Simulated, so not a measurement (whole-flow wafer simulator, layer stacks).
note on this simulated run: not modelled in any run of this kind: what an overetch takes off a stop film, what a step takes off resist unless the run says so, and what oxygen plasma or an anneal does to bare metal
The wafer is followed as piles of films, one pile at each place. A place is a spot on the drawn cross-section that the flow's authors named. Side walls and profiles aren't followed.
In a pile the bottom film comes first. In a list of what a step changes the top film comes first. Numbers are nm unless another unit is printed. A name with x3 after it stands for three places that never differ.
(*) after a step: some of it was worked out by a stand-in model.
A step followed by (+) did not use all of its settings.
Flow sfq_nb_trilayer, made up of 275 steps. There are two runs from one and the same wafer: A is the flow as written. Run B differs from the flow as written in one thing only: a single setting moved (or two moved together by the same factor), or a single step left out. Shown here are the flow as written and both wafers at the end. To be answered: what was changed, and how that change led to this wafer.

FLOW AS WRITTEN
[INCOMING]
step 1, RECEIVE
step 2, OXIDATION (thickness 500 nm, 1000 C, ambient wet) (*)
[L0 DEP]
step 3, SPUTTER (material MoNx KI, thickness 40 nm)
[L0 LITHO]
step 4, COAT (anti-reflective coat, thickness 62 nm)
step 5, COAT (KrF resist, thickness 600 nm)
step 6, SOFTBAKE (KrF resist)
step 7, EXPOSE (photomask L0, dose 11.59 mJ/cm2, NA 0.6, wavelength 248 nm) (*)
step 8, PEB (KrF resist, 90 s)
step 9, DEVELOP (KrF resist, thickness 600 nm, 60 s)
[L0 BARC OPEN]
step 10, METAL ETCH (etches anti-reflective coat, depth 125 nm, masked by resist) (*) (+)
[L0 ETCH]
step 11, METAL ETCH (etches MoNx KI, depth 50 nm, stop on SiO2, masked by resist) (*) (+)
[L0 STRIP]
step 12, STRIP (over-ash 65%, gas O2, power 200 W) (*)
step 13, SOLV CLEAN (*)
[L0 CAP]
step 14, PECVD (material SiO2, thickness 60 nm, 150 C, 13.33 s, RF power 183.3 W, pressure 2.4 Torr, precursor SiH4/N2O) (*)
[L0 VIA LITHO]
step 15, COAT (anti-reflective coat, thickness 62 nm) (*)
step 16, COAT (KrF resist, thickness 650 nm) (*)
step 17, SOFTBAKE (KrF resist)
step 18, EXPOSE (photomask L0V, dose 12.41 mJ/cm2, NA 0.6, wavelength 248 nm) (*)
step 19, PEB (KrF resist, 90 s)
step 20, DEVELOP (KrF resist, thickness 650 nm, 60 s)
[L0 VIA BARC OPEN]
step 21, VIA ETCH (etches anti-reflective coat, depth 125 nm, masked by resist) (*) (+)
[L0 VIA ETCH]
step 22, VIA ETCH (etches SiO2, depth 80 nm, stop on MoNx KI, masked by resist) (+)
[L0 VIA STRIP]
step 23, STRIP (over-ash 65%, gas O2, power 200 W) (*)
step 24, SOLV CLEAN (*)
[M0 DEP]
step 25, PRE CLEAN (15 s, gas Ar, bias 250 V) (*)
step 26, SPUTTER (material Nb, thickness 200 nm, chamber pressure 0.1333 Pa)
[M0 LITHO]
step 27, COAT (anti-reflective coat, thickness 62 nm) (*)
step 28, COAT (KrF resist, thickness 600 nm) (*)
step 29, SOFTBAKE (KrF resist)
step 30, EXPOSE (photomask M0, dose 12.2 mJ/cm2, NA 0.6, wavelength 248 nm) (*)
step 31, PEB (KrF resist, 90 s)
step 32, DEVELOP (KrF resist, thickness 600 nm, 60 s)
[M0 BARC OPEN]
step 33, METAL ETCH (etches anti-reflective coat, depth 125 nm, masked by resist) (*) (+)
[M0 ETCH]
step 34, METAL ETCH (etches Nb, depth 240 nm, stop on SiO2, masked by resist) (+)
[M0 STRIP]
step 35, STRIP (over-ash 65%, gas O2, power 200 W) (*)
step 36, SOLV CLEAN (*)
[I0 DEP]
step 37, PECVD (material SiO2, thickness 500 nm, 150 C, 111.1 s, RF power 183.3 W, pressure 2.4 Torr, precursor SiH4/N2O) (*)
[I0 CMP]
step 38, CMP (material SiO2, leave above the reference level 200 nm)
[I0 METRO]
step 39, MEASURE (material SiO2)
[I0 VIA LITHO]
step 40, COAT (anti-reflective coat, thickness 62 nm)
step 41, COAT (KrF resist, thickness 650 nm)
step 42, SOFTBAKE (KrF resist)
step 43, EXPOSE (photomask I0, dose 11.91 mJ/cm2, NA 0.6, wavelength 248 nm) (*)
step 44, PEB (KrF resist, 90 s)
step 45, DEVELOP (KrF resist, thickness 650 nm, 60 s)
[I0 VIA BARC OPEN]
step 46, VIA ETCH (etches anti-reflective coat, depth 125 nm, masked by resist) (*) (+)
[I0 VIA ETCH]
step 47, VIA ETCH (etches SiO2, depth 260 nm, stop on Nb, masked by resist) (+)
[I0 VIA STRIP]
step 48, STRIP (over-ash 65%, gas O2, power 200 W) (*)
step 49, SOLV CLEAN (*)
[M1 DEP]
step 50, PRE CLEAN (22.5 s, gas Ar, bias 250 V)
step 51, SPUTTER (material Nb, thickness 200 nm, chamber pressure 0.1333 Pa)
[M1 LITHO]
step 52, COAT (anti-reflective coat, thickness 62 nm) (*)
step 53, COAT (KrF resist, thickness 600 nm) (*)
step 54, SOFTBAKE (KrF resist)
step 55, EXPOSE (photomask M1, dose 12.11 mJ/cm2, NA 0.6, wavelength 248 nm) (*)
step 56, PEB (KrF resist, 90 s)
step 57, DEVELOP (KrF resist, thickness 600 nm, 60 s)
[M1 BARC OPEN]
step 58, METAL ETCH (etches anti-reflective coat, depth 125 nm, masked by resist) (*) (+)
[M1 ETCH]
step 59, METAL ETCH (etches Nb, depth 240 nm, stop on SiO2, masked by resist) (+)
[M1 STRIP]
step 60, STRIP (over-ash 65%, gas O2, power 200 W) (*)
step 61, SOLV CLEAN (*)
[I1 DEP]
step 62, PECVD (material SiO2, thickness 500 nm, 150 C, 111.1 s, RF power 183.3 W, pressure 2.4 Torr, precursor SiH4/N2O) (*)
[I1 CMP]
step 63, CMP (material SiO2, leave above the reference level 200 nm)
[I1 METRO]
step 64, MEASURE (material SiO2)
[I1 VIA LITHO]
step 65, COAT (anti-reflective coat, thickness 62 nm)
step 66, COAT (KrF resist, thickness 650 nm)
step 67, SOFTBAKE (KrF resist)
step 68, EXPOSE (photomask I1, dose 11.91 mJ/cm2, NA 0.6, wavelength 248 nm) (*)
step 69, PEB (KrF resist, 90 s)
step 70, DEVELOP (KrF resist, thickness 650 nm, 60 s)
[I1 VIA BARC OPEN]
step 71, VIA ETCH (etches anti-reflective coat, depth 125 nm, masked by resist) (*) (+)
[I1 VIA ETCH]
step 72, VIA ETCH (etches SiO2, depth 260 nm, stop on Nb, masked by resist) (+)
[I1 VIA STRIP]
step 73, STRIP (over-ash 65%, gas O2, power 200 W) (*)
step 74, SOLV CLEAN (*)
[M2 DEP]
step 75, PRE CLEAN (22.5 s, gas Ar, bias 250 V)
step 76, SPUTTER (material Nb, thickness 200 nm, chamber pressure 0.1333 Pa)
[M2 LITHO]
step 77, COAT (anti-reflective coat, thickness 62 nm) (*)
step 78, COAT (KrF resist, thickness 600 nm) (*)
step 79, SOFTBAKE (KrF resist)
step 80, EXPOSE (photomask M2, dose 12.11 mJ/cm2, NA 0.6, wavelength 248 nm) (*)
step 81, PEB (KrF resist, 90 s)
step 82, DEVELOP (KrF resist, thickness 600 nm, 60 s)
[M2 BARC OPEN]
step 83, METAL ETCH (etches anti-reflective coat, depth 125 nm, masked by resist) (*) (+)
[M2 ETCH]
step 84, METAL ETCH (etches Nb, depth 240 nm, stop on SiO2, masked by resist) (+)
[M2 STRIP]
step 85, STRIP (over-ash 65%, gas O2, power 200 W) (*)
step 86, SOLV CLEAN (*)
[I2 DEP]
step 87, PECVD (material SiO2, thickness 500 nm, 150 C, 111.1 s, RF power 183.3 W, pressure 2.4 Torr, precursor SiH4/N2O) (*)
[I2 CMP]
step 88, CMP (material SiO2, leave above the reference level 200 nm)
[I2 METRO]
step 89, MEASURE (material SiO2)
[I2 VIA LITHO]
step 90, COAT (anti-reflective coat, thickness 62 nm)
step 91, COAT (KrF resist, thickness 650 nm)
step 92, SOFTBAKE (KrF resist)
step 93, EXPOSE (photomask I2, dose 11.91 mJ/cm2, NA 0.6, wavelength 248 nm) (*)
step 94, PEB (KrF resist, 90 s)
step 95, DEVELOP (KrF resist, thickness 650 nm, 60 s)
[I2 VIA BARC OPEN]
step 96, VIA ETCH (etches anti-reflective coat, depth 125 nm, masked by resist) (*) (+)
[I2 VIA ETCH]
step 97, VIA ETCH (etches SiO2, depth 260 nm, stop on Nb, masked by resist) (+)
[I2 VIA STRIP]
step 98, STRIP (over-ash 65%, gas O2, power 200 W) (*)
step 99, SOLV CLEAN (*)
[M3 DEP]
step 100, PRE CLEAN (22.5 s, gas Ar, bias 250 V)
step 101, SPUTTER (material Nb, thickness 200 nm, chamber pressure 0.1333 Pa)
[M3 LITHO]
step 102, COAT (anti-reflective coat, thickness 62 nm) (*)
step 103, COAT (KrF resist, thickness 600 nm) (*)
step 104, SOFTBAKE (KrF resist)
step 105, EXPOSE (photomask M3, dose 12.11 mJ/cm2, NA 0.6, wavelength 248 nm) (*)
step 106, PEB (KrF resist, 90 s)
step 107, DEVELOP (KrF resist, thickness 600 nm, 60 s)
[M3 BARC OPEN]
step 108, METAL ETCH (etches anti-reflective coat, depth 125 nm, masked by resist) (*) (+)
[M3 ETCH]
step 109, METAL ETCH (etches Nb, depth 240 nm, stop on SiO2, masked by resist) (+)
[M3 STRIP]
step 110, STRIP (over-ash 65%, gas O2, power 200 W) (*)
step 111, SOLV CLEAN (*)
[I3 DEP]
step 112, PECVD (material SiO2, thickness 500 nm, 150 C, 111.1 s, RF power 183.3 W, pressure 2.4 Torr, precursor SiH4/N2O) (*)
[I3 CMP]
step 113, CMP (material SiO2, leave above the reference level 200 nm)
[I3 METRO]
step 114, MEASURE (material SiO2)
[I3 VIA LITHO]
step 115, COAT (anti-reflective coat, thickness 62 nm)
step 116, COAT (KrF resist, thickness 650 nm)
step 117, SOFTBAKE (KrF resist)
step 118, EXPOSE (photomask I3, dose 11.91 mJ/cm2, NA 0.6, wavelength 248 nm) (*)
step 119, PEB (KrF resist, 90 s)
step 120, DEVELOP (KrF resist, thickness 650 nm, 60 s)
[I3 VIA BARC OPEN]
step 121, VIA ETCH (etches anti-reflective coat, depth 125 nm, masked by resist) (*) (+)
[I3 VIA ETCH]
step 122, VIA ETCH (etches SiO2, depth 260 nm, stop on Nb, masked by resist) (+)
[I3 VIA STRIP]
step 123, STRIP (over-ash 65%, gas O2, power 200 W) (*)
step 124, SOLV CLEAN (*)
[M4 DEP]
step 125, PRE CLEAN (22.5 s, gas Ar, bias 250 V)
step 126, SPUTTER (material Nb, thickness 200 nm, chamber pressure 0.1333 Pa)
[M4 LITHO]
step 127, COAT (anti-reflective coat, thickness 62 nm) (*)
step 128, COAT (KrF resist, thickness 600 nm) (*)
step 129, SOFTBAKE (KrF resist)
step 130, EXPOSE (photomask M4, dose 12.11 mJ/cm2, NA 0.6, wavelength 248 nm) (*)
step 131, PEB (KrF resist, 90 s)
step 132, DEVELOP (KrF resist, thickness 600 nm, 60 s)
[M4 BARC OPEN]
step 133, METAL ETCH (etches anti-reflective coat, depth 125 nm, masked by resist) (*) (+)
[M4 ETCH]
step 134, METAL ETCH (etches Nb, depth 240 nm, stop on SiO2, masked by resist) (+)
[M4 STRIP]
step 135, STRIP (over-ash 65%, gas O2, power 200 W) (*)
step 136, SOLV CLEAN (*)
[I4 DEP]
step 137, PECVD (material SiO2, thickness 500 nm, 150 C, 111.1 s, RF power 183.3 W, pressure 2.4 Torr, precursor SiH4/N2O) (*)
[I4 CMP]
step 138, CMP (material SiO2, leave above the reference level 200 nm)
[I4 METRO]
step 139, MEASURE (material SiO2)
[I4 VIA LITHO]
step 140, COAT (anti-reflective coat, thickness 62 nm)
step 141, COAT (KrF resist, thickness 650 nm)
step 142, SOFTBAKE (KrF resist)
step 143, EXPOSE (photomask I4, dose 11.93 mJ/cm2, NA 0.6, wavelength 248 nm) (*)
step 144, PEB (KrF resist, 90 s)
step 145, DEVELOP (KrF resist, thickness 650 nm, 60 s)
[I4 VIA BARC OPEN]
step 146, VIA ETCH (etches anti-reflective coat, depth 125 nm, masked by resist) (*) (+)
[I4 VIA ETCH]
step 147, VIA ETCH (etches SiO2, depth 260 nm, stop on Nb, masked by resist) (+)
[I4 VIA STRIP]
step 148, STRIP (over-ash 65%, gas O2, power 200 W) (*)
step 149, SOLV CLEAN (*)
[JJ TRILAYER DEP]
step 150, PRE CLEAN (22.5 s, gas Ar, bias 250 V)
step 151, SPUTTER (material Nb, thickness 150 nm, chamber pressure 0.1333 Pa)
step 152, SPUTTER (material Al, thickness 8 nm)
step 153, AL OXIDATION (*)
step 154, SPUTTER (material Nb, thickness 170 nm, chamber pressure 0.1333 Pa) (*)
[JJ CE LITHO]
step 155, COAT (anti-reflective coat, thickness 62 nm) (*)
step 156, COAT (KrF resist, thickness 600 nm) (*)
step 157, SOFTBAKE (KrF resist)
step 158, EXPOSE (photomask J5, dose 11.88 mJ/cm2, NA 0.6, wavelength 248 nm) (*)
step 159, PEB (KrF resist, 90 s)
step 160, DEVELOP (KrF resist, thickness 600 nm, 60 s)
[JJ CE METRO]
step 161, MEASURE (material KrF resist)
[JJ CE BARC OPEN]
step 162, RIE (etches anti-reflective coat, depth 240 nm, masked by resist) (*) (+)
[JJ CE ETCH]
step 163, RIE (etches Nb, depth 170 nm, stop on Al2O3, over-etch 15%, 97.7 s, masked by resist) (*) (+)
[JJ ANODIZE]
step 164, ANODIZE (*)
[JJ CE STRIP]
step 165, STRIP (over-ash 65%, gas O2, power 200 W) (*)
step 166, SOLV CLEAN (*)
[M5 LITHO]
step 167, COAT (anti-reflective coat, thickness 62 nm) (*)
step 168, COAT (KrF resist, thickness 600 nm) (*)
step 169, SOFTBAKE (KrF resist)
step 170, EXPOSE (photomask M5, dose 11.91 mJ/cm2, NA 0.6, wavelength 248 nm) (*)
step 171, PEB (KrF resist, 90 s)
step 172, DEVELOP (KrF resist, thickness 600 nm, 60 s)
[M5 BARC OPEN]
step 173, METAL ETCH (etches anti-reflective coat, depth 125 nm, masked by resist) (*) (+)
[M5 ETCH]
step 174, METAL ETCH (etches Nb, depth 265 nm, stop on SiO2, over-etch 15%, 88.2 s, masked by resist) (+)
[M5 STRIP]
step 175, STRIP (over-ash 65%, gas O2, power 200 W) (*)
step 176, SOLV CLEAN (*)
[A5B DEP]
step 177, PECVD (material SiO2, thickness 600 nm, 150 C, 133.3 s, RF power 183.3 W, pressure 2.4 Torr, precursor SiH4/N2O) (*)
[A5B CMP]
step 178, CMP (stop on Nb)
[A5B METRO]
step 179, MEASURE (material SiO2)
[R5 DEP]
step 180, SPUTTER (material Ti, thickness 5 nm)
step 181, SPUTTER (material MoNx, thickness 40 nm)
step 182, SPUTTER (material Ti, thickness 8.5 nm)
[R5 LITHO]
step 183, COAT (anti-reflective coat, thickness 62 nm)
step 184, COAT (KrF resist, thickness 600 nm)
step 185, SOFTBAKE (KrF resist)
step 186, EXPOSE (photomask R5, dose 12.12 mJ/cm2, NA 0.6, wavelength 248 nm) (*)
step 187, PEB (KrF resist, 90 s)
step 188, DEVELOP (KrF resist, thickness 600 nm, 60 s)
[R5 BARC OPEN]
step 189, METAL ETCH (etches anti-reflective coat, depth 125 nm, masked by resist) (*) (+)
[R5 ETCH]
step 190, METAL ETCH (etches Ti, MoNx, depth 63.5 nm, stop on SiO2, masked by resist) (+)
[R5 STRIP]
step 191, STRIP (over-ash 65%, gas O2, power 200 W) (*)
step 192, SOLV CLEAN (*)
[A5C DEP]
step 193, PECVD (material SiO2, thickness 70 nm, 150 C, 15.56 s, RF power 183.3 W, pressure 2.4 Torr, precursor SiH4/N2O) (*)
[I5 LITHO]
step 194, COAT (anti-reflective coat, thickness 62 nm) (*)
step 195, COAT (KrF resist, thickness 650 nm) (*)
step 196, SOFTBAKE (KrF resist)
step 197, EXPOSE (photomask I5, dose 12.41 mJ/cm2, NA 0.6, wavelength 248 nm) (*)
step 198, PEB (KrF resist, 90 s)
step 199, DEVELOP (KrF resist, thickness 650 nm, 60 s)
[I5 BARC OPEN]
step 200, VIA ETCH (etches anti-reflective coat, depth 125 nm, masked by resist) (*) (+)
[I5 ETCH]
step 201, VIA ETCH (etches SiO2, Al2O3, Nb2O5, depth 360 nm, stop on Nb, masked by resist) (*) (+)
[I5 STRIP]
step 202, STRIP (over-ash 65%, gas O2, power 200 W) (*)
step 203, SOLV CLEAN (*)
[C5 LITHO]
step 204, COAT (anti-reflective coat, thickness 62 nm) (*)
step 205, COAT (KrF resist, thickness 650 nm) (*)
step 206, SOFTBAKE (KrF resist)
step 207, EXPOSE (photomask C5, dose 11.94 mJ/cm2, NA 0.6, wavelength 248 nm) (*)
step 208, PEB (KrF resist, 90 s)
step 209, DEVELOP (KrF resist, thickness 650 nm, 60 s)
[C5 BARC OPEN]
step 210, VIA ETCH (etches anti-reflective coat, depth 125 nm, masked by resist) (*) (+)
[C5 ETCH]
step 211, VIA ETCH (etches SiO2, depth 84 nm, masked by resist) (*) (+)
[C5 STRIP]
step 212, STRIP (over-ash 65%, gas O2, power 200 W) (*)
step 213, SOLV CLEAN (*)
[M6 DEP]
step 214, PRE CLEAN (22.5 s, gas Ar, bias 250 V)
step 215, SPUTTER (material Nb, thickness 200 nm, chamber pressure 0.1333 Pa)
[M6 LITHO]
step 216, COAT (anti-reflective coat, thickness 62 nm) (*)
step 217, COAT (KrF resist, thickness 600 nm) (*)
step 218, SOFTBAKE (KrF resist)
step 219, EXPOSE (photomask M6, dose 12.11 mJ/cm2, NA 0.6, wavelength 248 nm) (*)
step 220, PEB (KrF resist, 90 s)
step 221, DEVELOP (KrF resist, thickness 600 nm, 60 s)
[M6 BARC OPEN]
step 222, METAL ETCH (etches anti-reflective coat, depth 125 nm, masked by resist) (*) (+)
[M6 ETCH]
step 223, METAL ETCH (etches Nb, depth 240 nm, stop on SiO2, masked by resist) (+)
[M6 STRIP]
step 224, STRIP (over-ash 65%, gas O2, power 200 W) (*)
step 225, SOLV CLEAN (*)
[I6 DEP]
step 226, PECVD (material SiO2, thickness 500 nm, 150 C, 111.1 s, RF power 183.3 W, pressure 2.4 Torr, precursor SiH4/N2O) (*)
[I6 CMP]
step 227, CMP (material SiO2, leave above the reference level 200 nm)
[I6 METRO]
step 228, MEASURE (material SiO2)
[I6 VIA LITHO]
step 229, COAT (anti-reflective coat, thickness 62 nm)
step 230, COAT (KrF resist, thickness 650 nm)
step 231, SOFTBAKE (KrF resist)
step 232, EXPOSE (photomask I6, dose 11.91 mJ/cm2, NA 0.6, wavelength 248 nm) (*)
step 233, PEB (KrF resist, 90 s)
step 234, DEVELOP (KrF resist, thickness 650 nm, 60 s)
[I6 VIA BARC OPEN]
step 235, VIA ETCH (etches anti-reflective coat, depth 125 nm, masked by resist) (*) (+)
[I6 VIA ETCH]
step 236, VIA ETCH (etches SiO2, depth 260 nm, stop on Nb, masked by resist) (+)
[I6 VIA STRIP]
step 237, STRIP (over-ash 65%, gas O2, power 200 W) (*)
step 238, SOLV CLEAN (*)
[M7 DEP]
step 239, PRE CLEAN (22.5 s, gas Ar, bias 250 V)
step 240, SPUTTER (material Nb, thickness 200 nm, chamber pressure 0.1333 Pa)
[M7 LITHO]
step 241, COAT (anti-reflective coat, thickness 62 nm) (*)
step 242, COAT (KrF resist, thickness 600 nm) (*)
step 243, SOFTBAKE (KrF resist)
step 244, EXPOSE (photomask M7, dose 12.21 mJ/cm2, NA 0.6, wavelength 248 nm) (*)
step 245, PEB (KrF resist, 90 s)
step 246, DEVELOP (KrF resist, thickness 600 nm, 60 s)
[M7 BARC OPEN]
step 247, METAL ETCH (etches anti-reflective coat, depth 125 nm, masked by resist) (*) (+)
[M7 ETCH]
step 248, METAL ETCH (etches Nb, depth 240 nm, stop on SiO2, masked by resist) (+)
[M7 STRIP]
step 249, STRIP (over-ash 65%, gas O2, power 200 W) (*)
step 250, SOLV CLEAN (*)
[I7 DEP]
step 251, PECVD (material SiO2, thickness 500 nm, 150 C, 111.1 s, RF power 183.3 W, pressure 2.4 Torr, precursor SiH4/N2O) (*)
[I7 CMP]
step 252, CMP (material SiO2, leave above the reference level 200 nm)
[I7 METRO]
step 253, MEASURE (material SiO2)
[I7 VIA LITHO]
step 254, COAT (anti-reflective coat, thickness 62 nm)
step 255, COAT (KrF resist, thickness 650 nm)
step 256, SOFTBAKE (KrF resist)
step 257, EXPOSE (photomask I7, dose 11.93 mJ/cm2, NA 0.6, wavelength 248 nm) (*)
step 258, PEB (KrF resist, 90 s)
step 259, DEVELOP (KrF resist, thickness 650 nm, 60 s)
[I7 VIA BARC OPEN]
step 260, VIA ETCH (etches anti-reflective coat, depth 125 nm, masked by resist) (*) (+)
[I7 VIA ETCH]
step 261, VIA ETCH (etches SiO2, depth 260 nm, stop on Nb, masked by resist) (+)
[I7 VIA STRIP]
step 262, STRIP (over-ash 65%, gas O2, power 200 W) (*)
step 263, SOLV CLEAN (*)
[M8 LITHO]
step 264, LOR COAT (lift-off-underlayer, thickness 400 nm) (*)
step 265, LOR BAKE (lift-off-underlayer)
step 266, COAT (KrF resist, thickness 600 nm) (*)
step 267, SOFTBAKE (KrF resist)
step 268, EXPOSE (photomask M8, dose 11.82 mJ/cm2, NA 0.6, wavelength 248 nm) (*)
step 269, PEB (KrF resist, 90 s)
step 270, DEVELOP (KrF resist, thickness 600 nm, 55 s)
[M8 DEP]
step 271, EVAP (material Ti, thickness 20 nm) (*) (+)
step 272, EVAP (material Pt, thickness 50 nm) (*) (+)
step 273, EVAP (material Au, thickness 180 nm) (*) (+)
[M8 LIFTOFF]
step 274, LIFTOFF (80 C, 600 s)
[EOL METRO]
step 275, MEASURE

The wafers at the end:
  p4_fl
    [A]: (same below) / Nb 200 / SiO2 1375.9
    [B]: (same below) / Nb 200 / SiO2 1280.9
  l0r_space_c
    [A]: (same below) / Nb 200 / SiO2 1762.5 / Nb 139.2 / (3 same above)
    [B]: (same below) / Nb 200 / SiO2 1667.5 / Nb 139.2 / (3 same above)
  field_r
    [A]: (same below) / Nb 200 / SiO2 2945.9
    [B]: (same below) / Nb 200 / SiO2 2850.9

Cause: step 138, CMP: leave above the reference level 105 nm was run, whereas the flow has leave above the reference level 200 nm.

How this came from the change, step by step:
  step 138, CMP (material SiO2, leave above the reference level 200 nm)
      field_l, be, be_sur and 55 more: A SiO2 loses 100 | B SiO2 loses 195
      v_sur, via_wl, via_w and 35 more: A SiO2 loses 300 | B SiO2 loses 395
      (also at 10 further places)
  step 147, VIA ETCH (etches SiO2, depth 260 nm, stop on Nb, masked by resist) (+)
      field_l, v_sur, via_sp and 100 more: A KrF resist loses 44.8 | B KrF resist loses 27.1
      via_wl, via_w, via_wr: A SiO2 loses 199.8 (all of it) | B SiO2 loses 104.8 (all of it)
  step 148, STRIP (over-ash 65%, gas O2, power 200 W) (*)
      field_l, v_sur, via_sp and 100 more: A KrF resist loses 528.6 (all of it), anti-reflective coat loses 62 (all of it) | B KrF resist loses 546.3 (all of it), anti-reflective coat loses 62 (all of it)
  step 151, SPUTTER (material Nb, thickness 150 nm, chamber pressure 0.1333 Pa)
      via_wl, via_w, via_wr: A Nb gains 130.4 | B Nb gains 141.5
  step 152, SPUTTER (material Al, thickness 8 nm)
      via_wl, via_wr: A Al gains 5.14 (new film) | B Al gains 6.27 (new film)
      via_w: A Al gains 7.12 (new film) | B Al gains 7.86 (new film)
  step 154, SPUTTER (material Nb, thickness 170 nm, chamber pressure 0.1333 Pa) (*)
      via_wl, via_wr: A Nb gains 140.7 (new film) | B Nb gains 128.9 (new film)
      via_w: A Nb gains 141 (new film) | B Nb gains 167.6 (new film)
  step 155, COAT (anti-reflective coat, thickness 62 nm) (*)
      via_wl, via_wr: A anti-reflective coat gains 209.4 (new film) | B anti-reflective coat gains 166 (new film)
      v_sur: A anti-reflective coat gains 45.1 (new film) | B anti-reflective coat gains 49.9 (new film)
      (also at 2 further places)
  step 156, COAT (KrF resist, thickness 600 nm) (*)
      via_wl: A KrF resist gains 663 (new film) | B KrF resist gains 632.6 (new film)
      via_w: A KrF resist gains 763.8 (new film) | B KrF resist gains 666.9 (new film)
      (also at 1 further place)
  step 160, DEVELOP (KrF resist, thickness 600 nm, 60 s)
      via_wl: A KrF resist loses 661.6 (all of it) | B KrF resist loses 631.3 (all of it)
      via_w: A KrF resist loses 762.1 (all of it) | B KrF resist loses 665.5 (all of it)
      (also at 1 further place)
  step 162, RIE (etches anti-reflective coat, depth 240 nm, masked by resist) (*) (+)
      ce_l, c5j, ce_r, wl_jj: A KrF resist loses 209.4 | B KrF resist loses 166
      via_wl, via_wr: A anti-reflective coat loses 209.4 (all of it) | B anti-reflective coat loses 166 (all of it)
      (also at 3 further places)
  step 163, RIE (etches Nb, depth 170 nm, stop on Al2O3, over-etch 15%, 97.7 s, masked by resist) (*) (+)
      via_w: A Nb loses 141 (all of it), Al2O3 loses 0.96 (all of it) | B Nb loses 167.6 (all of it), Al2O3 loses 0.56
      via_wl, via_wr: A Nb loses 140.7 (all of it), Al2O3 loses 0.96 (all of it) | B Nb loses 128.9 (all of it), Al2O3 loses 0.96 (all of it)
  step 164, ANODIZE (*)
      via_w: A Al2O3 gains 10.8 (new film), Nb2O5 gains 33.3 (new film), Al loses 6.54 (all of it), Nb loses 12 | B Al2O3 gains 12, Nb2O5 gains 30.4 (new film), Al loses 7.28 (all of it), Nb loses 10.9
      via_wl, via_wr: A Al2O3 gains 7.52 (new film), Nb2O5 gains 39.2 (new film), Al loses 4.56 (all of it), Nb loses 14.1 | B Al2O3 gains 9.39 (new film), Nb2O5 gains 35.8 (new film), Al loses 5.69 (all of it), Nb loses 12.9
  step 165, STRIP (over-ash 65%, gas O2, power 200 W) (*)
      ce_l: A KrF resist loses 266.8 (all of it), anti-reflective coat loses 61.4 (all of it) | B KrF resist loses 310.9 (all of it), anti-reflective coat loses 61.7 (all of it)
      c5j: A KrF resist loses 266.9 (all of it), anti-reflective coat loses 61.5 (all of it) | B KrF resist loses 310.9 (all of it), anti-reflective coat loses 61.8 (all of it)
      (also at 2 further places)
  step 167, COAT (anti-reflective coat, thickness 62 nm) (*)
      v_sur: A anti-reflective coat gains 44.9 (new film) | B anti-reflective coat gains 46.9 (new film)
      via_wl: A anti-reflective coat gains 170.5 (new film) | B anti-reflective coat gains 105.7 (new film)
      (also at 3 further places)
  step 168, COAT (KrF resist, thickness 600 nm) (*)
      v_sur: A KrF resist gains 577.9 (new film) | B KrF resist gains 593.5 (new film)
      via_wl: A KrF resist gains 656 (new film) | B KrF resist gains 639.3 (new film)
      (also at 3 further places)
  step 175, STRIP (over-ash 65%, gas O2, power 200 W) (*)
      v_sur: A KrF resist loses 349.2 (all of it), anti-reflective coat loses 44.9 (all of it) | B KrF resist loses 364.6 (all of it), anti-reflective coat loses 46.9 (all of it)
      via_wl: A KrF resist loses 427 (all of it), anti-reflective coat loses 170.5 (all of it) | B KrF resist loses 410.4 (all of it), anti-reflective coat loses 105.7 (all of it)
      (also at 3 further places)
  step 178, CMP (stop on Nb)
      via_wl, via_wr: A SiO2 loses 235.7 | B SiO2 loses 341.5
      via_w: A SiO2 loses 235.2 | B SiO2 loses 341.1
